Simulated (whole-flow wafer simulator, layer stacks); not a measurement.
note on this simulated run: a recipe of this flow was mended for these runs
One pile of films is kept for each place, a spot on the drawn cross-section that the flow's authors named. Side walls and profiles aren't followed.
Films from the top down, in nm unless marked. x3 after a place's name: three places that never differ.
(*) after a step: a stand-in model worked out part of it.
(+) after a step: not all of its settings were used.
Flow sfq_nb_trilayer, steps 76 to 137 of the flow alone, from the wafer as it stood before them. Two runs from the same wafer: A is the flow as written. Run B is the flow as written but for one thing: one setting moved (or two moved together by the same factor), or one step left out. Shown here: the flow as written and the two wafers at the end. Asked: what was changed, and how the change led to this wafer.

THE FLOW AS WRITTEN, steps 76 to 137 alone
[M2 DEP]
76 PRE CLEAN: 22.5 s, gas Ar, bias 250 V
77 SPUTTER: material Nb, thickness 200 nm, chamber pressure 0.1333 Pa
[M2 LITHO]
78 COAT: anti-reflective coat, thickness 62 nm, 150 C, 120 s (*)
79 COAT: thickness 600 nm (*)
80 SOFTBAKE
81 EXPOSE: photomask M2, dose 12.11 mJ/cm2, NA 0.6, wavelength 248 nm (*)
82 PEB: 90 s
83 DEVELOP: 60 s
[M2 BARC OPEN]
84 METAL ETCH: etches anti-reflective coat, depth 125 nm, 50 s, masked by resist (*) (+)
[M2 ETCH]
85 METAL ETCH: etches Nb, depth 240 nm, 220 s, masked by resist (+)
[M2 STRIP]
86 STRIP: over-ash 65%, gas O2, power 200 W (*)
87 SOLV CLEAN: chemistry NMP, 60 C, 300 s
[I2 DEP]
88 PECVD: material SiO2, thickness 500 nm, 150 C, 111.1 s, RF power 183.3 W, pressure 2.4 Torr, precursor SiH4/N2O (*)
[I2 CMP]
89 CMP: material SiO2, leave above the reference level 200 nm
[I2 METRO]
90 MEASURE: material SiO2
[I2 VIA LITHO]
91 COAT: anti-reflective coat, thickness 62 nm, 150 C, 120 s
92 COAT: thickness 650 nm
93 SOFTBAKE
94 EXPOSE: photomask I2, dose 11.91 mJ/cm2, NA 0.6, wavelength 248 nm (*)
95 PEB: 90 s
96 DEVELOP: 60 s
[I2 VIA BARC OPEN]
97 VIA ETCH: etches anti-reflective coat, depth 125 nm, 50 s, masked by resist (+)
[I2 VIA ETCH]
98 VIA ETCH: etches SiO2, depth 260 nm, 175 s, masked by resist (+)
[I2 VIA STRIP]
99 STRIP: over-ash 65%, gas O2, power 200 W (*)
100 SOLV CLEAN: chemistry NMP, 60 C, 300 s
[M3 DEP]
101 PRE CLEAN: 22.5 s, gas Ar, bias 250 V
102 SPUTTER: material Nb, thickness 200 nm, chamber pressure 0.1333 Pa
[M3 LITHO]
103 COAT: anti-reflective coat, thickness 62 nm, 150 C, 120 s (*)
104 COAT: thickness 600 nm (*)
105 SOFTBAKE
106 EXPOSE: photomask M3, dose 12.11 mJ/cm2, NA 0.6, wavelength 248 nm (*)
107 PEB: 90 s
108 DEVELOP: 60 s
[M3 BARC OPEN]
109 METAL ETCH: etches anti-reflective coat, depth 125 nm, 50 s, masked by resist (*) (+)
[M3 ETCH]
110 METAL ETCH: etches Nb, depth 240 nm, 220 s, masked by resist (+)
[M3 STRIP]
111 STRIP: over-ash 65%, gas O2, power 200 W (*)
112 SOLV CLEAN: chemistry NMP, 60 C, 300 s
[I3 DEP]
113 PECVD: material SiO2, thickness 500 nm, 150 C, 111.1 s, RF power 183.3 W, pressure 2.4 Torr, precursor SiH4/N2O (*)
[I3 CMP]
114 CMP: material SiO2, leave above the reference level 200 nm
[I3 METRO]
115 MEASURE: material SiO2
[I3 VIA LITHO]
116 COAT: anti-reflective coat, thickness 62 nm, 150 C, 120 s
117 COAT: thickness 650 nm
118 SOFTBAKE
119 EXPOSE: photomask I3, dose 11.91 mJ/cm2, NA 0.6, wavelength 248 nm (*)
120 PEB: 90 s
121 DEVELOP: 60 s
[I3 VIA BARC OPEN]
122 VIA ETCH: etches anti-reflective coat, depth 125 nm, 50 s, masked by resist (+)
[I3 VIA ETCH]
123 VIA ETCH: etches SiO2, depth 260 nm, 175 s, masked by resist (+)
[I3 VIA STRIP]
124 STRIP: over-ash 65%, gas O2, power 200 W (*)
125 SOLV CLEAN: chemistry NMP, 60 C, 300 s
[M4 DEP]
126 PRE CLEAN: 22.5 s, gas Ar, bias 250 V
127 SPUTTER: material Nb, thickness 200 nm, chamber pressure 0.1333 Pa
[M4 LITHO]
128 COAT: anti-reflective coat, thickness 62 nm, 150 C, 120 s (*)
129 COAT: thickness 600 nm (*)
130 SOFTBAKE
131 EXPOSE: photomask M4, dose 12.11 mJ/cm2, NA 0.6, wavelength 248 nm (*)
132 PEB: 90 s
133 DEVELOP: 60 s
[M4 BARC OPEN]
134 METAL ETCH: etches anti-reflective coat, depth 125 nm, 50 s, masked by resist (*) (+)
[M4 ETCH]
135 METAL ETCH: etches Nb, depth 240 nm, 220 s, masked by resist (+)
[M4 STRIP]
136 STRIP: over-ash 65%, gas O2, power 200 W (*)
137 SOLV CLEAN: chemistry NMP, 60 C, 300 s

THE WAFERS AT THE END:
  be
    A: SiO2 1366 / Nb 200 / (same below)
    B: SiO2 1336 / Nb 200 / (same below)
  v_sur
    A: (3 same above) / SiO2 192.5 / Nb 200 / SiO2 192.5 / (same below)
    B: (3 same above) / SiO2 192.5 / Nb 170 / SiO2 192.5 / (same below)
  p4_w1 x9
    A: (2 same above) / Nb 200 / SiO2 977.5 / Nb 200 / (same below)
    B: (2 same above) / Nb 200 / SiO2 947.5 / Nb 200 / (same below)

The cause: step 77, SPUTTER: thickness 170 nm was run, where the flow has thickness 200 nm.
It can be read off the wafer: v_sur has Nb 170, and step 77 as written asks for 200 nm.

How the change led to this, step by step:
  77 SPUTTER: material Nb, thickness 200 nm, chamber pressure 0.1333 Pa
      field_l, v_sur, via_wl and 102 more: A Nb +200 (new film) | B Nb +170 (new film)
      via_v: A Nb +172.8 | B Nb +147.2
  85 METAL ETCH: etches Nb, depth 240 nm, 220 s, masked by resist (+)
      field_l, be, be_sur and 81 more: A Nb -200 (all of it), SiO2 -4 | B Nb -170 (all of it), SiO2 -7
  89 CMP: material SiO2, leave above the reference level 200 nm
      field_l, be, be_sur and 81 more: A SiO2 -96 | B SiO2 -123
